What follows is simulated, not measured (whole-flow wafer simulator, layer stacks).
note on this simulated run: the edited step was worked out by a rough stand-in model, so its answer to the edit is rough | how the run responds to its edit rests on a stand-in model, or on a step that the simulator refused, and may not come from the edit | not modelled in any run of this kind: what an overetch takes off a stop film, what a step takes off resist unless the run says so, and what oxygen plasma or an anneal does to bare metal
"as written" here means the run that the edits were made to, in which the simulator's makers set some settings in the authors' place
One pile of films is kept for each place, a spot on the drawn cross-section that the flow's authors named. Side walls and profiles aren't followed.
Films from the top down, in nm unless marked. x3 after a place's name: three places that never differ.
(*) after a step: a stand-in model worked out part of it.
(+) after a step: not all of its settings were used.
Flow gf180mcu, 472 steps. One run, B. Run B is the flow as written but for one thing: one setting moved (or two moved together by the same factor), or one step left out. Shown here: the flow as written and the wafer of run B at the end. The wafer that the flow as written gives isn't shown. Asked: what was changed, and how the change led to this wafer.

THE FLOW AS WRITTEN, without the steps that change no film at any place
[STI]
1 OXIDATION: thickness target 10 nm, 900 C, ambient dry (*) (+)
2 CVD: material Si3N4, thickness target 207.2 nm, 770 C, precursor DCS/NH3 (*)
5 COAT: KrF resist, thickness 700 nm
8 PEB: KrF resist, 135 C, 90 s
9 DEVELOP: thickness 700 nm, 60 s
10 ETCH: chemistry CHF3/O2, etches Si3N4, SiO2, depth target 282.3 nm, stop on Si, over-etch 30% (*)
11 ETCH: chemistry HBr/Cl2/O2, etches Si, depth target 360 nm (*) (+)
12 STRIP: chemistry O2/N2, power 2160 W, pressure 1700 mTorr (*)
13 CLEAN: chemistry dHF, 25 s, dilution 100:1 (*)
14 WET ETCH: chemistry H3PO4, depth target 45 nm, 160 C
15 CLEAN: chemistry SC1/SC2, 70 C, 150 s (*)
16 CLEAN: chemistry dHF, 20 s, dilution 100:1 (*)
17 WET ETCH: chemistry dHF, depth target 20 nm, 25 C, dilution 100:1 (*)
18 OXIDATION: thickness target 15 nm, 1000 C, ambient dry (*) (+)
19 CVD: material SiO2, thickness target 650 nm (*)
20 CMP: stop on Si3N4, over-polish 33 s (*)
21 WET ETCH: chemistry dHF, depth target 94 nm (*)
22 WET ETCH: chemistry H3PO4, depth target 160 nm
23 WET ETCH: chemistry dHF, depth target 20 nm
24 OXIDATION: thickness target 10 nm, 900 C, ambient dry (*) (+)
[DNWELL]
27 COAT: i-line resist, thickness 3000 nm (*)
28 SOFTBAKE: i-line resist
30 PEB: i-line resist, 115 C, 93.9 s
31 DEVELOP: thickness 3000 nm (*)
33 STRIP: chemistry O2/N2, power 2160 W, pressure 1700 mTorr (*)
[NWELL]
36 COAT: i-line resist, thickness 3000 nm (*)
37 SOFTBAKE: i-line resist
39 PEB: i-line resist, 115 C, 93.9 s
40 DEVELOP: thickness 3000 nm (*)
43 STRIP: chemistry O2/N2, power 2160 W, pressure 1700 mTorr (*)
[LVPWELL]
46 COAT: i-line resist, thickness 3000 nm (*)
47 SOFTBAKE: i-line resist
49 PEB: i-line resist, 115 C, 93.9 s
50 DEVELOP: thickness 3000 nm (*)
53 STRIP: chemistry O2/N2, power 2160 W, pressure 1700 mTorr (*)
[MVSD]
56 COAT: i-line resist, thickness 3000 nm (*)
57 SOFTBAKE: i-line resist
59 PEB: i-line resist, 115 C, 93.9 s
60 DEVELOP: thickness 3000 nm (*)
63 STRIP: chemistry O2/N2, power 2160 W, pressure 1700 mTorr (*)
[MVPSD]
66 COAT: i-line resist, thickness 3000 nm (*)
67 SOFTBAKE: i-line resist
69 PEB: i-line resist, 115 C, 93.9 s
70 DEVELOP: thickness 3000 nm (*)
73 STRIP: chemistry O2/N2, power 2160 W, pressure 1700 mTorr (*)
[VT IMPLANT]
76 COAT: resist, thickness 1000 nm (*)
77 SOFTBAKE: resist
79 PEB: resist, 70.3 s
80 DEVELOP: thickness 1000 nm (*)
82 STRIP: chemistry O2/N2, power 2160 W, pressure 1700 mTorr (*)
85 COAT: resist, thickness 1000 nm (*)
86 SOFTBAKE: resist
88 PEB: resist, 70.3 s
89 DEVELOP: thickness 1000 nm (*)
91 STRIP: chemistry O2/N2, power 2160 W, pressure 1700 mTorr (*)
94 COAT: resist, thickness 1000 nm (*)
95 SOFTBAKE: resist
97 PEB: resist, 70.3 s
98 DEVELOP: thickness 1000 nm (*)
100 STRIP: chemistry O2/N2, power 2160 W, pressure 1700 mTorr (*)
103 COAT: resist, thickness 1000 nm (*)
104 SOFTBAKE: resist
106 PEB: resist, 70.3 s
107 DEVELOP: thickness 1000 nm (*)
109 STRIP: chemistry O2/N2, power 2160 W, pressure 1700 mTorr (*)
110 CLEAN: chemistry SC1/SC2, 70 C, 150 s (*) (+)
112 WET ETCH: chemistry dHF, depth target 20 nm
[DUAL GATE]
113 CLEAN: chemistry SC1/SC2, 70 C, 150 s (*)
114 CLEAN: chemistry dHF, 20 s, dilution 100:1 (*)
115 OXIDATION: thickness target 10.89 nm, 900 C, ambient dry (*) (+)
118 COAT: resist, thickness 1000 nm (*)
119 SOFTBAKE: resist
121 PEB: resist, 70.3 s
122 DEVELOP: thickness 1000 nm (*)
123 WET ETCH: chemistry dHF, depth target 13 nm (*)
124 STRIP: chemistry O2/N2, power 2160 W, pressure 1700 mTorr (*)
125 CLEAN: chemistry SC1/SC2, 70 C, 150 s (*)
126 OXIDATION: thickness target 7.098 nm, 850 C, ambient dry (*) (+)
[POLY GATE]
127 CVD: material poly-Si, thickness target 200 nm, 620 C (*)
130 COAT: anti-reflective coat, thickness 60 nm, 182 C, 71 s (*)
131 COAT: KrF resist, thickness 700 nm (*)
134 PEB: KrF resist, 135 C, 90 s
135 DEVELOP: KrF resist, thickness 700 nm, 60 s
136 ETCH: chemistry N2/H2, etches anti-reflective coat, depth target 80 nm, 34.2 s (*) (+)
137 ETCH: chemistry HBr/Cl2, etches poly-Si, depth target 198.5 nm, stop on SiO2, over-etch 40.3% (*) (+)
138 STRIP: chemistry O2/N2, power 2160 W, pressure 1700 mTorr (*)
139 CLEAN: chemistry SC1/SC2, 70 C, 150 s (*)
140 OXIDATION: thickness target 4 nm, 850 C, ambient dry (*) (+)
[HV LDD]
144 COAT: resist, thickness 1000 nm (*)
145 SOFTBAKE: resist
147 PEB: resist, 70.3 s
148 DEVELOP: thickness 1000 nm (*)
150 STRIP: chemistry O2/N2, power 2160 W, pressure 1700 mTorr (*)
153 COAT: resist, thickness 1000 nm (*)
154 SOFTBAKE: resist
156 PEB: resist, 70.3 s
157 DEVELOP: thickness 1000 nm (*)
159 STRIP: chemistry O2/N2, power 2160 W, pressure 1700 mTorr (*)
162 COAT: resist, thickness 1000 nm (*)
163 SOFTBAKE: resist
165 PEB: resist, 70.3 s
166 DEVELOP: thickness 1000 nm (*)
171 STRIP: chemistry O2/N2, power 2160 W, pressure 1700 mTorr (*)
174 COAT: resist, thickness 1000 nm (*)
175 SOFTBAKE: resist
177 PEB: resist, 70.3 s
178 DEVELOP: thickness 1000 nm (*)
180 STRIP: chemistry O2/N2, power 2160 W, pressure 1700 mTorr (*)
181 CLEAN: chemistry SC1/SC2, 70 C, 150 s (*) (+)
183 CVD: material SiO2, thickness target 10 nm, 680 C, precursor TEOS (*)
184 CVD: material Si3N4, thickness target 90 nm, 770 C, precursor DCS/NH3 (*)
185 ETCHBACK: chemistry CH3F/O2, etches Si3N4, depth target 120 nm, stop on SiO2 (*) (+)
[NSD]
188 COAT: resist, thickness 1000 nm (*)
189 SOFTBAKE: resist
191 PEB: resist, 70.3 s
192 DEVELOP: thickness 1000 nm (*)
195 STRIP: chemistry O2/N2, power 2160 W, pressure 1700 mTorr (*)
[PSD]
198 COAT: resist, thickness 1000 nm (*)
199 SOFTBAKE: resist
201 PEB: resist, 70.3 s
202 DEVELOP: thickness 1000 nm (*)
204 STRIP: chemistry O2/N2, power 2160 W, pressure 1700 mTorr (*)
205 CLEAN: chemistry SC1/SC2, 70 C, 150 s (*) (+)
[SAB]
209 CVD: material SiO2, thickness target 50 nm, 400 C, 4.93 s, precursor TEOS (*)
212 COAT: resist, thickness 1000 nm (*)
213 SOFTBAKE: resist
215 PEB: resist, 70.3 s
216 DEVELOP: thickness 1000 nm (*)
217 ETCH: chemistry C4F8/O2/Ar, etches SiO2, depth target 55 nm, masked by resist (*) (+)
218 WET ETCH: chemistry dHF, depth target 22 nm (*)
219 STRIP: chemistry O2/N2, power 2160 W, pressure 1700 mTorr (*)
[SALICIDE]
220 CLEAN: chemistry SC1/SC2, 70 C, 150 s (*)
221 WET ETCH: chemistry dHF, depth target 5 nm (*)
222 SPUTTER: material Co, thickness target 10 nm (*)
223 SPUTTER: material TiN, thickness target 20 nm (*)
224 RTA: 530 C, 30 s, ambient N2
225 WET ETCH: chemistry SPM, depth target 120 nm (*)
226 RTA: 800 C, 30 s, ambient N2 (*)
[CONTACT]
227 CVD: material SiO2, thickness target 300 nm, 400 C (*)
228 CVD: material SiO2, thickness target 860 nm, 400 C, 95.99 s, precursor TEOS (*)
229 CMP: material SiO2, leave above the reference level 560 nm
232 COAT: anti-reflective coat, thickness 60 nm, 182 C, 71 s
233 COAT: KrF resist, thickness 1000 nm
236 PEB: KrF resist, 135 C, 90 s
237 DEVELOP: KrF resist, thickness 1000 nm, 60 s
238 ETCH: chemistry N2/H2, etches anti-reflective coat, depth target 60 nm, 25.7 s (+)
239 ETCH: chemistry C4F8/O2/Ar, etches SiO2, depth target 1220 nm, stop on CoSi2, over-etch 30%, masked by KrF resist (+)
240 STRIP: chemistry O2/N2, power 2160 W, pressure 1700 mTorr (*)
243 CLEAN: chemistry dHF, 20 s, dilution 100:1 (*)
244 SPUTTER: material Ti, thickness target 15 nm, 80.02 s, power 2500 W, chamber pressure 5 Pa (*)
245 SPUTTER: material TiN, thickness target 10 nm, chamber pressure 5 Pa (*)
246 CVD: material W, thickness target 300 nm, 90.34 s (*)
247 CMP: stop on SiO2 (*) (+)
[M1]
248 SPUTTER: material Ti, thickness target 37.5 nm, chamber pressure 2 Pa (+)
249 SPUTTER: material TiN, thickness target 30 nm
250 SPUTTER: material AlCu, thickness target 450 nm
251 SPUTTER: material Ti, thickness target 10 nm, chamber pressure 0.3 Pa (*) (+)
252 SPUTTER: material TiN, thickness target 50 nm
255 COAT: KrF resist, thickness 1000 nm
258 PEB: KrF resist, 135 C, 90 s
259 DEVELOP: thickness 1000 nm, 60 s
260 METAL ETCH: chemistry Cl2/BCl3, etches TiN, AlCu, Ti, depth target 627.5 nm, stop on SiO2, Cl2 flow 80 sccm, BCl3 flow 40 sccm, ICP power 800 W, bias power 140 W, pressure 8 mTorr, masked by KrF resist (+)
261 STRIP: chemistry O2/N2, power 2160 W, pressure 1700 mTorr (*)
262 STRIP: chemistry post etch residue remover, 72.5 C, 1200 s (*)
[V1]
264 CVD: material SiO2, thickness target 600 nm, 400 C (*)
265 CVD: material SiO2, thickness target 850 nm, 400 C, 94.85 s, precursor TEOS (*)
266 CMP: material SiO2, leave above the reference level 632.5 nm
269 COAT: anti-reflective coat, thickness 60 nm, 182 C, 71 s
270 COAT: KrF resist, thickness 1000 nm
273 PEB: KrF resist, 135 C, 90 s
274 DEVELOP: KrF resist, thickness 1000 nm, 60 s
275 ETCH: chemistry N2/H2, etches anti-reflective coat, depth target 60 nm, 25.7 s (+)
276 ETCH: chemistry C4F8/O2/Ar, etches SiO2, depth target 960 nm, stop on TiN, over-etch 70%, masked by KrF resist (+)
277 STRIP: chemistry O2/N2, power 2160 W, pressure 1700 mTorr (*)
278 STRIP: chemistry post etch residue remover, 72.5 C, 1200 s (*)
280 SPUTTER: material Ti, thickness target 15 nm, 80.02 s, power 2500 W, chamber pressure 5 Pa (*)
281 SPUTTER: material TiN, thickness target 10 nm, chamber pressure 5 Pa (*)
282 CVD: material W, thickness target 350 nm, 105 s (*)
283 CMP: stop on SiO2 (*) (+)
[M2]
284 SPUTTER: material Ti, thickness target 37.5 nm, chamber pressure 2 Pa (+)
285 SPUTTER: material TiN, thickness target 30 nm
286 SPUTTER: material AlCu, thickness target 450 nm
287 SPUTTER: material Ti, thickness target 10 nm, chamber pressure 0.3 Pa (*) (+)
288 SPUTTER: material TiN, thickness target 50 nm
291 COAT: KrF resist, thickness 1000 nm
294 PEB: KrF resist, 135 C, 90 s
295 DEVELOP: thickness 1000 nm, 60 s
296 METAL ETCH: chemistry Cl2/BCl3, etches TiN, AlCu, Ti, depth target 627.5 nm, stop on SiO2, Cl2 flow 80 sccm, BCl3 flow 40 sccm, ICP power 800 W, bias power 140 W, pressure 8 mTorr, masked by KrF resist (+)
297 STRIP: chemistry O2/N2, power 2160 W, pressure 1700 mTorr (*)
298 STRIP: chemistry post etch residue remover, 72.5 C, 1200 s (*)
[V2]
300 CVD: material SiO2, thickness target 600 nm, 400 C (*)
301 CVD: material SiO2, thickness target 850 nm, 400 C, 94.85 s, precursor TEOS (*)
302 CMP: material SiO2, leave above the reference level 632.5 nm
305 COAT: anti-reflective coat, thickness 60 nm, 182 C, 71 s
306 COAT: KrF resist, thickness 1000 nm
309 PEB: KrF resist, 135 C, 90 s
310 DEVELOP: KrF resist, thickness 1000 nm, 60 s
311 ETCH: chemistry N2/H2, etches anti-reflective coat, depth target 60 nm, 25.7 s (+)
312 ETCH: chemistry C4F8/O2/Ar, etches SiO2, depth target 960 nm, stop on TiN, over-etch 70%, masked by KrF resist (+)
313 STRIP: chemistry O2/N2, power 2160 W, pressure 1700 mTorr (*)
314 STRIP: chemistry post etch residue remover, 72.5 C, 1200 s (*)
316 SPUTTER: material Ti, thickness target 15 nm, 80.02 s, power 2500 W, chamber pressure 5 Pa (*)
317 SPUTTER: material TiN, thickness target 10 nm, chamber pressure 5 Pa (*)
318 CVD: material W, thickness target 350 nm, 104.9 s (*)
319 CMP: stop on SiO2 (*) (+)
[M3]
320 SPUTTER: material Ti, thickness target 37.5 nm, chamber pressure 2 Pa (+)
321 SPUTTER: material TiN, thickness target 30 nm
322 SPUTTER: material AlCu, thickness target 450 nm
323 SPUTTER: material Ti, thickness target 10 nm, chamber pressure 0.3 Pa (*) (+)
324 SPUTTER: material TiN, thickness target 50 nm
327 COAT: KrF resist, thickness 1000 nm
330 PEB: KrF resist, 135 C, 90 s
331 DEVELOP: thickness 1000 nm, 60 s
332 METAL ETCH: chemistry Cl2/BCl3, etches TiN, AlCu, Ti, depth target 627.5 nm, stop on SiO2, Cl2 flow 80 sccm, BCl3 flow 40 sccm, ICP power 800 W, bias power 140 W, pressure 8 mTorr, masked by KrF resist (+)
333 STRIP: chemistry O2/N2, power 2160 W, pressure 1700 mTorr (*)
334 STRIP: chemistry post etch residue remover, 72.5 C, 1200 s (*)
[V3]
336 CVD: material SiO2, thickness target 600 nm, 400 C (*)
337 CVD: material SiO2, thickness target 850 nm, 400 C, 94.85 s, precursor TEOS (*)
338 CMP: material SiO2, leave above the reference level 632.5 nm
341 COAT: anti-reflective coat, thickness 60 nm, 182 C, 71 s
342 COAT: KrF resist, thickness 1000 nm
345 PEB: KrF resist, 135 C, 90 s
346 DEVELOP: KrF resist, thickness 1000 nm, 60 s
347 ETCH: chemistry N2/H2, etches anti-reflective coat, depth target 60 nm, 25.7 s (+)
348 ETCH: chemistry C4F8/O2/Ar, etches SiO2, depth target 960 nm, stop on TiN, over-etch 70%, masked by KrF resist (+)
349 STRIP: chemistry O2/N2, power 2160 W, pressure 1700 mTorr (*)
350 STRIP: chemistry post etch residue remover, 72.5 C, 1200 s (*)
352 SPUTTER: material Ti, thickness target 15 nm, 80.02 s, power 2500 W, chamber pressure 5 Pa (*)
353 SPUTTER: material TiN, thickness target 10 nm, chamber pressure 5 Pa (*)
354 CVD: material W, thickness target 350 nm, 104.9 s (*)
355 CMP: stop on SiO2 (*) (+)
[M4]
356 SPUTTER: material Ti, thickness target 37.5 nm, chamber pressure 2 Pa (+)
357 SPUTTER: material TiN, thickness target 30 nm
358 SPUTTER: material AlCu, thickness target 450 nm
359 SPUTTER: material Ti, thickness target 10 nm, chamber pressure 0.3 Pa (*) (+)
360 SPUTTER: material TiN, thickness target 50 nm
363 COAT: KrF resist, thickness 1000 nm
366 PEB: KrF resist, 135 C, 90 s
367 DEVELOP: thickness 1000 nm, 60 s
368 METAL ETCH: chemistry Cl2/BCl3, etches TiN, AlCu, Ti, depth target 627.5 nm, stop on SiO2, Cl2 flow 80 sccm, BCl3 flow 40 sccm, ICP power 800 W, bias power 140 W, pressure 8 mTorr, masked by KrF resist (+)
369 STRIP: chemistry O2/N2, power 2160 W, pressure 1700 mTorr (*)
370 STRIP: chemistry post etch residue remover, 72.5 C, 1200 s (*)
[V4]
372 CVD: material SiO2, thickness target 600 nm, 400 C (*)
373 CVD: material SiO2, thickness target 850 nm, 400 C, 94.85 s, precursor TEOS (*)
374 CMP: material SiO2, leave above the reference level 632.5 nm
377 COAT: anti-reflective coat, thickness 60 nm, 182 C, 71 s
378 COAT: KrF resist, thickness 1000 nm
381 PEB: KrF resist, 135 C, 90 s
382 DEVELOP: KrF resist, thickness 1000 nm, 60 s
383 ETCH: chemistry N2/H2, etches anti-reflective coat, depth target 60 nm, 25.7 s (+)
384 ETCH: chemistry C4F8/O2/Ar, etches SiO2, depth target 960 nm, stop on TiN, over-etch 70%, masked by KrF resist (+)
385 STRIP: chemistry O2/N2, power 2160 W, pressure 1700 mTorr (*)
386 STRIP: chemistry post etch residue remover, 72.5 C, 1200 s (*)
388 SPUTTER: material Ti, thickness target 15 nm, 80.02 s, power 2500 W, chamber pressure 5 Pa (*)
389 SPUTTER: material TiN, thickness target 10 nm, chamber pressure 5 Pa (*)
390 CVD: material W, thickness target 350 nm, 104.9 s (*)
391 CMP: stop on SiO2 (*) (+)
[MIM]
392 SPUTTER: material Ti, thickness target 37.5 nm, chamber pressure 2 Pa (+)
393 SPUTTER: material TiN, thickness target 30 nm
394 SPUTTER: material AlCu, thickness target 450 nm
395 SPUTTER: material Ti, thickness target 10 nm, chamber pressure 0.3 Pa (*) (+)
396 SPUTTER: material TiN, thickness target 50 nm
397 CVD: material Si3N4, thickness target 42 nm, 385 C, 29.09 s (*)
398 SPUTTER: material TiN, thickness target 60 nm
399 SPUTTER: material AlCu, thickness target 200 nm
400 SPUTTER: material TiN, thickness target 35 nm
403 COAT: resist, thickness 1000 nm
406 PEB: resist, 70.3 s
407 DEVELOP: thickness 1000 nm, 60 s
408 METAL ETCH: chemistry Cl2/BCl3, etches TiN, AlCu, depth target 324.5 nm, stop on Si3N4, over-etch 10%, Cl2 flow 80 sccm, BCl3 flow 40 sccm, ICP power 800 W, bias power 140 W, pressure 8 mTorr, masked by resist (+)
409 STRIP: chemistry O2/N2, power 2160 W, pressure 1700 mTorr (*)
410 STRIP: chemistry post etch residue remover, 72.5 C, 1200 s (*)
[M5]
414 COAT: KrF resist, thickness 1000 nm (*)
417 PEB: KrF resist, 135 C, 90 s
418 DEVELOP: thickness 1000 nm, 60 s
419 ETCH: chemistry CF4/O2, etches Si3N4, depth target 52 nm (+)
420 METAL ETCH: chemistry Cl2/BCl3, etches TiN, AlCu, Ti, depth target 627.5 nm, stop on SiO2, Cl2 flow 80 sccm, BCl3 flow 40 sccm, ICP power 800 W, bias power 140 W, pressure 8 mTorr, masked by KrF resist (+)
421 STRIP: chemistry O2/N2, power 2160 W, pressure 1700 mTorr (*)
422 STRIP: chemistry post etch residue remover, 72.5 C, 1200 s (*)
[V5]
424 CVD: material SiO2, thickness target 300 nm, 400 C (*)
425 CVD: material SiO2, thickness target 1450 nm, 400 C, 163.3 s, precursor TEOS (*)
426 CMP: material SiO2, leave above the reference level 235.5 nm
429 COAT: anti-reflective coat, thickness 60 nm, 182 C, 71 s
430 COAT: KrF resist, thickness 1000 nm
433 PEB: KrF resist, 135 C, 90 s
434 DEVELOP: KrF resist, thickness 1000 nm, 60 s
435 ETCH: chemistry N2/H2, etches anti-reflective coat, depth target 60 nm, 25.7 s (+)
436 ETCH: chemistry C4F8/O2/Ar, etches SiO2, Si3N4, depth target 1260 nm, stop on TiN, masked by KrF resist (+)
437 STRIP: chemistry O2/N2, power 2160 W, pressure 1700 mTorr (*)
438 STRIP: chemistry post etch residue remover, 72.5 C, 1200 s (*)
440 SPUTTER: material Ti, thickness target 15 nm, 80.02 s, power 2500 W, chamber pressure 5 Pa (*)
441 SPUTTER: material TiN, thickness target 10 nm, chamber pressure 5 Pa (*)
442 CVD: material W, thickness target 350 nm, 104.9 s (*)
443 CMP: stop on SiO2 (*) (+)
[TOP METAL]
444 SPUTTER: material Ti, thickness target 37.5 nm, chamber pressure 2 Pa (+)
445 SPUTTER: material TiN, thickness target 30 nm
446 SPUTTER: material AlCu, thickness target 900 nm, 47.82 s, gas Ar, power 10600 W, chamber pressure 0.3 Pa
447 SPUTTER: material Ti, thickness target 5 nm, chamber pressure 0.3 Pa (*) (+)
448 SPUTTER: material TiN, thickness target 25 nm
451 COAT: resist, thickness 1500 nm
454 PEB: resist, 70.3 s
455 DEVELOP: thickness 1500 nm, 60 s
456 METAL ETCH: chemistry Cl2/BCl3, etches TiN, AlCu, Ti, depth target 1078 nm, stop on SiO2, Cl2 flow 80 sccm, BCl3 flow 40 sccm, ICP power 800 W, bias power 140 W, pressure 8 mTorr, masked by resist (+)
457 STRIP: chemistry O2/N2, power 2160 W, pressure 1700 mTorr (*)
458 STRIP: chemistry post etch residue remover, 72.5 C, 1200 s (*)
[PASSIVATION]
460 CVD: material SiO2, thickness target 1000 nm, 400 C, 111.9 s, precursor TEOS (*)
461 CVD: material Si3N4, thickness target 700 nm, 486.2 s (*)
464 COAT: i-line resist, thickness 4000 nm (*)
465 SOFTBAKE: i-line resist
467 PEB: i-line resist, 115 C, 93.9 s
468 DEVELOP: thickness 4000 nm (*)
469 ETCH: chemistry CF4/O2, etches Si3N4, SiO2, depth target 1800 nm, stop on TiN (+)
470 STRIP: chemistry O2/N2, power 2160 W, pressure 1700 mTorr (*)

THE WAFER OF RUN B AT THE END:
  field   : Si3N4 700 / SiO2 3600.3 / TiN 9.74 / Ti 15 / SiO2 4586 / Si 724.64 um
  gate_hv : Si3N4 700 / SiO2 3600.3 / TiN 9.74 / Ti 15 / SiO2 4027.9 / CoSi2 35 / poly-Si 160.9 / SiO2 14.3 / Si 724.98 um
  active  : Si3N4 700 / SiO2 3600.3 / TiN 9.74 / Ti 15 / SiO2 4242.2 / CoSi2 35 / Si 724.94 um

The cause: step 337, CVD: thickness target 489 nm was run, where the flow has thickness target 850 nm; step 337, CVD: 54.54 s was run, where the flow has 94.85 s.

How the change led to this, step by step:
  337 CVD: material SiO2, thickness target 850 nm, 400 C, 94.85 s, precursor TEOS (*)
      field, field__w1, field__w2 and 108 more: SiO2 +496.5 (as written it would be: SiO2 +850)
  338 CMP: material SiO2, leave above the reference level 632.5 nm
      field, field__w1, field__w2 and 103 more: nothing (as written it would be: SiO2 -300)
      field__w8, contact, m1, m1__w1, m1_nw: SiO2 -523.6 (as written it would be: SiO2 -877.1)
  341 COAT: anti-reflective coat, thickness 60 nm, 182 C, 71 s
      field: anti-reflective coat +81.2 (new film) (as written it would be: anti-reflective coat +60 (new film))
      field__w8: anti-reflective coat +30.7 (new film) (as written it would be: anti-reflective coat +60 (new film))
      (and at 11 more places)
  342 COAT: KrF resist, thickness 1000 nm
      m1_nw: KrF resist +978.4 (new film) (as written it would be: KrF resist +1000 (new film))
  347 ETCH: chemistry N2/H2, etches anti-reflective coat, depth target 60 nm, 25.7 s (+)
      contact: anti-reflective coat -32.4 (all of it), SiO2 -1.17 (as written it would be: anti-reflective coat -60 (all of it), SiO2 -0.46)
  349 STRIP: chemistry O2/N2, power 2160 W, pressure 1700 mTorr (*)
      field: KrF resist -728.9 (all of it), anti-reflective coat -81.2 (all of it) (as written it would be: KrF resist -739.2 (all of it), anti-reflective coat -60 (all of it))
      field__w8: KrF resist -733.6 (all of it), anti-reflective coat -30.7 (all of it) (as written it would be: KrF resist -739.2 (all of it), anti-reflective coat -60 (all of it))
      (and at 12 more places)
  354 CVD: material W, thickness target 350 nm, 104.9 s (*)
      contact: W +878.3 (new film) (as written it would be: W +932.3 (new film))
  355 CMP: stop on SiO2 (*) (+)
      field, field__w1, field__w2 and 103 more: W -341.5 (as written it would be: W -350 (all of it), TiN -10 (all of it), Ti -15 (all of it), SiO2 -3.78)
      field__w8, m1, m1__w1, m1_nw: W -350 (all of it), TiN -10 (all of it), Ti -15 (all of it), SiO2 -20 (as written it would be: W -350 (all of it), TiN -10 (all of it), Ti -15 (all of it), SiO2 -3.78)
      (and at 1 more place)
  368 METAL ETCH: chemistry Cl2/BCl3, etches TiN, AlCu, Ti, depth target 627.5 nm, stop on SiO2, Cl2 flow 80 sccm, BCl3 flow 40 sccm, ICP power 800 W, bias power 140 W, pressure 8 mTorr, masked by KrF resist (+)
      field, field__w1, field__w2 and 103 more: TiN -50 (all of it), Ti -10 (all of it), AlCu -450 (all of it), TiN -30 (all of it), Ti -37.5 (all of it), W -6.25 (as written it would be: TiN -50 (all of it), Ti -10 (all of it), AlCu -450 (all of it), TiN -30 (all of it), Ti -37.5 (all of it))
  370 STRIP: chemistry post etch residue remover, 72.5 C, 1200 s (*)
      field, field__w1, field__w2 and 103 more: W -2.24 (all of it), TiN -0.26 (as written it would be: nothing)
  372 CVD: material SiO2, thickness target 600 nm, 400 C (*)
      field, field__w1, field__w2 and 103 more: SiO2 +600 (new film) (as written it would be: SiO2 +600)
  374 CMP: material SiO2, leave above the reference level 632.5 nm
      field, field__w1, field__w2 and 103 more: SiO2 -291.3 (as written it would be: SiO2 -300)
Counting metal films that touch as one body, field has 1 body; the flow as written gives 0 bodies.
Counting metal films that touch as one body, gate_hv has 2 bodies (between them, from the top down: SiO2 4027.9); the flow as written gives 1 body.
Counting metal films that touch as one body, active has 2 bodies (between them, from the top down: SiO2 4242.2); the flow as written gives 1 body.
